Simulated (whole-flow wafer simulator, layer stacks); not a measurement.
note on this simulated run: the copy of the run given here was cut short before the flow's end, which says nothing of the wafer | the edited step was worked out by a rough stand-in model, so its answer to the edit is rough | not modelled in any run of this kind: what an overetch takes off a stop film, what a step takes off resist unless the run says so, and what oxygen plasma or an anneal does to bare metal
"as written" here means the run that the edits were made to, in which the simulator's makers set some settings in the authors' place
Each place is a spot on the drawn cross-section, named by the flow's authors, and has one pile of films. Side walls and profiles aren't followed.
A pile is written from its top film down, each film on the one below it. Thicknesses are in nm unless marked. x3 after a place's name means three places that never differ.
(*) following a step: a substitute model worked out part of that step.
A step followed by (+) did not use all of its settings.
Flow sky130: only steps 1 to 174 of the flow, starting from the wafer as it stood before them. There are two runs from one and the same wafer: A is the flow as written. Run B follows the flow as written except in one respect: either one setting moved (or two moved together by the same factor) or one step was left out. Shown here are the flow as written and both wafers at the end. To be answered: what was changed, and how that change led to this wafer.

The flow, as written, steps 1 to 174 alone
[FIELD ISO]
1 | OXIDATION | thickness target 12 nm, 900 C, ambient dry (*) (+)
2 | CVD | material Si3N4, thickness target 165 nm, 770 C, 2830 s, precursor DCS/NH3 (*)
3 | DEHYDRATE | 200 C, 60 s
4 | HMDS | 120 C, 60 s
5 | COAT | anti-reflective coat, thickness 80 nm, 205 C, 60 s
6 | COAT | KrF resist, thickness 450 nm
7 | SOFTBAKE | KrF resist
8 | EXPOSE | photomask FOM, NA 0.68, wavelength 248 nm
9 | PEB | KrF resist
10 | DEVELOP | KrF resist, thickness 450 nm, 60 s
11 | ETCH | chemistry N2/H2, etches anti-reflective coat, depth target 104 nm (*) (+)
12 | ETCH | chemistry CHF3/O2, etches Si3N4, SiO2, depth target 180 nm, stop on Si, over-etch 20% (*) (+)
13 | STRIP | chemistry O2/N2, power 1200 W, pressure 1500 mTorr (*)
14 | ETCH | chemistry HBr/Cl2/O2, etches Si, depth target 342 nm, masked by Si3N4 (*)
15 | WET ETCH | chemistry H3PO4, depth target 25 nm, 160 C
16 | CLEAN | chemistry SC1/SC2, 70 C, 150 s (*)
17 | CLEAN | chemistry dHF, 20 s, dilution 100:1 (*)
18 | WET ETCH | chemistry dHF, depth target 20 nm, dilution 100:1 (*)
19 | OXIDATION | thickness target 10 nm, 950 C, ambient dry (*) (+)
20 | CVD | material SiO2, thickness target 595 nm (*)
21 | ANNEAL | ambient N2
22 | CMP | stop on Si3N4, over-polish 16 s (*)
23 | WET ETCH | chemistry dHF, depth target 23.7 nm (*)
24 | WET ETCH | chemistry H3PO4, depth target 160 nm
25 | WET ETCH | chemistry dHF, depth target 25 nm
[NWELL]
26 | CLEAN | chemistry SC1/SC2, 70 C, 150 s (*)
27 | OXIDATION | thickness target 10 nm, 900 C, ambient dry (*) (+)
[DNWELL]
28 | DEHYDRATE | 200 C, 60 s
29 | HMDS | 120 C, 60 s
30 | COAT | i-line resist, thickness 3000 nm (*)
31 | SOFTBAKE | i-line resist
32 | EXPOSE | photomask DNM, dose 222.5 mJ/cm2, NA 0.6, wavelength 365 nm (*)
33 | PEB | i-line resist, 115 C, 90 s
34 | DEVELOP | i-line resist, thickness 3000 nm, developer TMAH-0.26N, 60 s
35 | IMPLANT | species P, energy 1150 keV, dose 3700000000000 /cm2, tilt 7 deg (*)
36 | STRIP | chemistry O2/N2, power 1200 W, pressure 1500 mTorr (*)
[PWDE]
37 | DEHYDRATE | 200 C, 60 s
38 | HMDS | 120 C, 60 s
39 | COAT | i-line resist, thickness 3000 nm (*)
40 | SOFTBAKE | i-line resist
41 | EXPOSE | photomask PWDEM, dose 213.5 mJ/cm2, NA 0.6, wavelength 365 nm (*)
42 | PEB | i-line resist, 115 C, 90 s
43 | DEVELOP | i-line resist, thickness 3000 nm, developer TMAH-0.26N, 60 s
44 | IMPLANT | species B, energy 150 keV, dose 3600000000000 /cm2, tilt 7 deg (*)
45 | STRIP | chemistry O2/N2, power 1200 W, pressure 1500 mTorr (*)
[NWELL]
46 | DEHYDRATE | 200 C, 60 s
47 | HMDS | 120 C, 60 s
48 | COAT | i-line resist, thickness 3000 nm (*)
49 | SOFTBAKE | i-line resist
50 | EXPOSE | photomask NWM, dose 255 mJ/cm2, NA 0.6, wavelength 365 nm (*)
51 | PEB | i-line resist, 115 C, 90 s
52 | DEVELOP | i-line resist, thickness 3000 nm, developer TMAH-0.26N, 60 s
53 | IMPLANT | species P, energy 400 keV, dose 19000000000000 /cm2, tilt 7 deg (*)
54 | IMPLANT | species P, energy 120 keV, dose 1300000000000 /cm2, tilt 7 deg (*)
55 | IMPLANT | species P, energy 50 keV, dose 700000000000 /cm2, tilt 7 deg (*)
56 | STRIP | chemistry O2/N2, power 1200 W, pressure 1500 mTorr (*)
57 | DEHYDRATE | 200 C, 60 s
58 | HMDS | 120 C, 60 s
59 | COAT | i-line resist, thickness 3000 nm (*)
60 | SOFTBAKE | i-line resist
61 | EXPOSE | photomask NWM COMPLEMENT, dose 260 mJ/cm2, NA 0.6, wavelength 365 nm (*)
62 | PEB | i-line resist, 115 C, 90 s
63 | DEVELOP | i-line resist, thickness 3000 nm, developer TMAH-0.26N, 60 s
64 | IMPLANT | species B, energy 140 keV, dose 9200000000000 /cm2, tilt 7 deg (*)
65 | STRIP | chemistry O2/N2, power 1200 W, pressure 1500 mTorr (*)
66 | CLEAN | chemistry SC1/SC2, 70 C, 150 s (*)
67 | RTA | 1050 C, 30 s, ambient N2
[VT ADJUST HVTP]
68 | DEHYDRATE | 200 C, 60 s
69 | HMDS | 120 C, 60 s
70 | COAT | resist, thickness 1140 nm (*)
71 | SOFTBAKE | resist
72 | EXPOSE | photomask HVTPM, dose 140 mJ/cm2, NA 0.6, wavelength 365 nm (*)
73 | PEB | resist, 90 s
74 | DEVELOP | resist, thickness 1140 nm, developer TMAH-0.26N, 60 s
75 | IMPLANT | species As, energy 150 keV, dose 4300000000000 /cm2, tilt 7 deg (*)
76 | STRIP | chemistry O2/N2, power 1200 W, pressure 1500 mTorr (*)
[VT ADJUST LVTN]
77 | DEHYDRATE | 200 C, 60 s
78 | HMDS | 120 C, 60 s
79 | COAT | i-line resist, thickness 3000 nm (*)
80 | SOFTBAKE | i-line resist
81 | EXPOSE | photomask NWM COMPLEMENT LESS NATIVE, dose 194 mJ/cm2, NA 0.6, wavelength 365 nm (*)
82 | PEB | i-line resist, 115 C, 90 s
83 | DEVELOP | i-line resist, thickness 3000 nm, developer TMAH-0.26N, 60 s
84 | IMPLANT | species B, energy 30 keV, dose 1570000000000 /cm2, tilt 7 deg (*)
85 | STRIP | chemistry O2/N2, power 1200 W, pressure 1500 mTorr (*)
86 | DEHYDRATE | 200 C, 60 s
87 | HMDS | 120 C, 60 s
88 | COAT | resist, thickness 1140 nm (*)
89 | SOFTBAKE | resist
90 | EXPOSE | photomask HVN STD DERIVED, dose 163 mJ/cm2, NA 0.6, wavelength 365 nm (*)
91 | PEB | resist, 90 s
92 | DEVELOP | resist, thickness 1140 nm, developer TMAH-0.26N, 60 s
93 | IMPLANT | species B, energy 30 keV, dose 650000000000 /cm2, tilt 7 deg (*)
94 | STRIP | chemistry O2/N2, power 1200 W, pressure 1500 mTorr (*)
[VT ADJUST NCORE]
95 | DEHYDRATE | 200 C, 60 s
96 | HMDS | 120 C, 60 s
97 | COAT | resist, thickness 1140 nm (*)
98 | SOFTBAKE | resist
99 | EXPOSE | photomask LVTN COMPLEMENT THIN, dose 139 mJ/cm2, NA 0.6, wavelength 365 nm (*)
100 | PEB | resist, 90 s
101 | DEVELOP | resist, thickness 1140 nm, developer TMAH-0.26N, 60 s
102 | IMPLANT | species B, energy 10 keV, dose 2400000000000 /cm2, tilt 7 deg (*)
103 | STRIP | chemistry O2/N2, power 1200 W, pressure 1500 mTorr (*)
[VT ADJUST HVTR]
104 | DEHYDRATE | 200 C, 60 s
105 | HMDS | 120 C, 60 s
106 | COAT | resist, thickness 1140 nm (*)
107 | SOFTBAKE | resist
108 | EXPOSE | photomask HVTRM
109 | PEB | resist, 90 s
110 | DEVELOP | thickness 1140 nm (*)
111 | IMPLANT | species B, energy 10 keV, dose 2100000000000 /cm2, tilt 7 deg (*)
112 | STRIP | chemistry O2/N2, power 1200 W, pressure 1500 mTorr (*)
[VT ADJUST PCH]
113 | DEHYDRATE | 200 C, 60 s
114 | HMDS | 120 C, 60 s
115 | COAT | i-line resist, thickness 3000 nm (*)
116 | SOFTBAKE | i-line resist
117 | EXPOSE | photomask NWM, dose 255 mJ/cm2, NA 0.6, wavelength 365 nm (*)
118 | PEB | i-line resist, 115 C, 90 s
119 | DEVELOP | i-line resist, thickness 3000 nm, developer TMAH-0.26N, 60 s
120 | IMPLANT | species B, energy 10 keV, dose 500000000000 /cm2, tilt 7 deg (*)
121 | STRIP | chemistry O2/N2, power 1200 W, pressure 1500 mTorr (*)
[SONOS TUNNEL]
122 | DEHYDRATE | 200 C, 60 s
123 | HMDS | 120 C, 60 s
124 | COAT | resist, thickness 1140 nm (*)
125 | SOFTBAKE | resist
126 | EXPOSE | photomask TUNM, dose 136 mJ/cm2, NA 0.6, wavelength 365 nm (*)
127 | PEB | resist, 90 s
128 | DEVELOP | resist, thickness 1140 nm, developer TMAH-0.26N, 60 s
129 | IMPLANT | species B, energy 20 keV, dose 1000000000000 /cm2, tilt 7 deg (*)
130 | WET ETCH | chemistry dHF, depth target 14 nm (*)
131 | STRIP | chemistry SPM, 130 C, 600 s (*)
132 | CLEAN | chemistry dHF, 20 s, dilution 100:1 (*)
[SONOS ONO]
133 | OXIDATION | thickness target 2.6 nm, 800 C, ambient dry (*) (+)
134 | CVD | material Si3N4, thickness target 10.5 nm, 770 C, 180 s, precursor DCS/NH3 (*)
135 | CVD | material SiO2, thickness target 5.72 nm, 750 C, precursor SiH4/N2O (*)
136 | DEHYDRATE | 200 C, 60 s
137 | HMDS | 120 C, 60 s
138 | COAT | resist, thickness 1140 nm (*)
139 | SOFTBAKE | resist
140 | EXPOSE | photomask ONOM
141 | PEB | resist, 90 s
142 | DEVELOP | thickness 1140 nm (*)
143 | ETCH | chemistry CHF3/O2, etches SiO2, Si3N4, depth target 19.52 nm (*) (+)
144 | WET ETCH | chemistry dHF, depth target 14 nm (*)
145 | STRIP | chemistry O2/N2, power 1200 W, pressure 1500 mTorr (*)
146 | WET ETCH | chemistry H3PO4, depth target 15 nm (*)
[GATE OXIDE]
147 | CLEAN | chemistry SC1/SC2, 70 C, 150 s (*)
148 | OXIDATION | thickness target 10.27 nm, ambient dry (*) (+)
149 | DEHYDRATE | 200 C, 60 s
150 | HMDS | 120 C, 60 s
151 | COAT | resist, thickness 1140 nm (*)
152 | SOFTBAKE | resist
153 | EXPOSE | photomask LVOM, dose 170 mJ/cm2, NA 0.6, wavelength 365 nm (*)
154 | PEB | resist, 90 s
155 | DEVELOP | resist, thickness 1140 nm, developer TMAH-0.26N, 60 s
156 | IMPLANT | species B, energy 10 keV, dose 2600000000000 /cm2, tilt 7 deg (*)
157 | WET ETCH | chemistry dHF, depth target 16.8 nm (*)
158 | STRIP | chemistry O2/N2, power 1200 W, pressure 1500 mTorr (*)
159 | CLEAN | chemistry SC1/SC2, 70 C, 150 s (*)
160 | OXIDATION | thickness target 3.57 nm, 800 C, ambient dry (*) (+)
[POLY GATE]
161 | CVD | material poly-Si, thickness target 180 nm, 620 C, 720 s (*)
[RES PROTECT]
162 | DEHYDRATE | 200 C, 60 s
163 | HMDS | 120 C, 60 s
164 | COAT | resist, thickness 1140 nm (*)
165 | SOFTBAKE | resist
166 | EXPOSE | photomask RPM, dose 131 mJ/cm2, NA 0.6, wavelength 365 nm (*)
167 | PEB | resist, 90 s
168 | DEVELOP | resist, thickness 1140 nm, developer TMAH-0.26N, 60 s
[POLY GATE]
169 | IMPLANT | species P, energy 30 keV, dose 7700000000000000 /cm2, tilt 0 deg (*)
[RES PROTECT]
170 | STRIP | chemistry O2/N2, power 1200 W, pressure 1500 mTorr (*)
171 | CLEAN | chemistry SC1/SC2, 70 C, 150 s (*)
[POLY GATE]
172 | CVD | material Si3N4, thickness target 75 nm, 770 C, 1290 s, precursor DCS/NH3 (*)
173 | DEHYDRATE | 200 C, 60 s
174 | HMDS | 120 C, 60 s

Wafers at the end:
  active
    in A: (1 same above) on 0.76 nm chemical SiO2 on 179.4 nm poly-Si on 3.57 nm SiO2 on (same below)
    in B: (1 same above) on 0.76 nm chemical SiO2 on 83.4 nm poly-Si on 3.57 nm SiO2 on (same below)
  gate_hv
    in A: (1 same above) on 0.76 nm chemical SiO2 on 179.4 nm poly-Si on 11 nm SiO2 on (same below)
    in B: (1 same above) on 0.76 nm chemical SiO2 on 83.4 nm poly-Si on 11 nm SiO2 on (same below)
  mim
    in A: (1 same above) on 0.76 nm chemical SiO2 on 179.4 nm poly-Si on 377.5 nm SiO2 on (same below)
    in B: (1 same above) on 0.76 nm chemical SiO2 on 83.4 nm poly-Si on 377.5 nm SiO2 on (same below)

The reason: step 161, CVD: 585 C was run, though the flow has 620 C.

How this came from the change, step by step:
  161 | CVD | material poly-Si, thickness target 180 nm, 620 C, 720 s (*)
      field, active, n_well and 186 more: A poly-Si gains 180 (new film) | B poly-Si gains 84 (new film)
      ndiff_dn: A poly-Si gains 215.7 (new film) | B poly-Si gains 96.3 (new film)
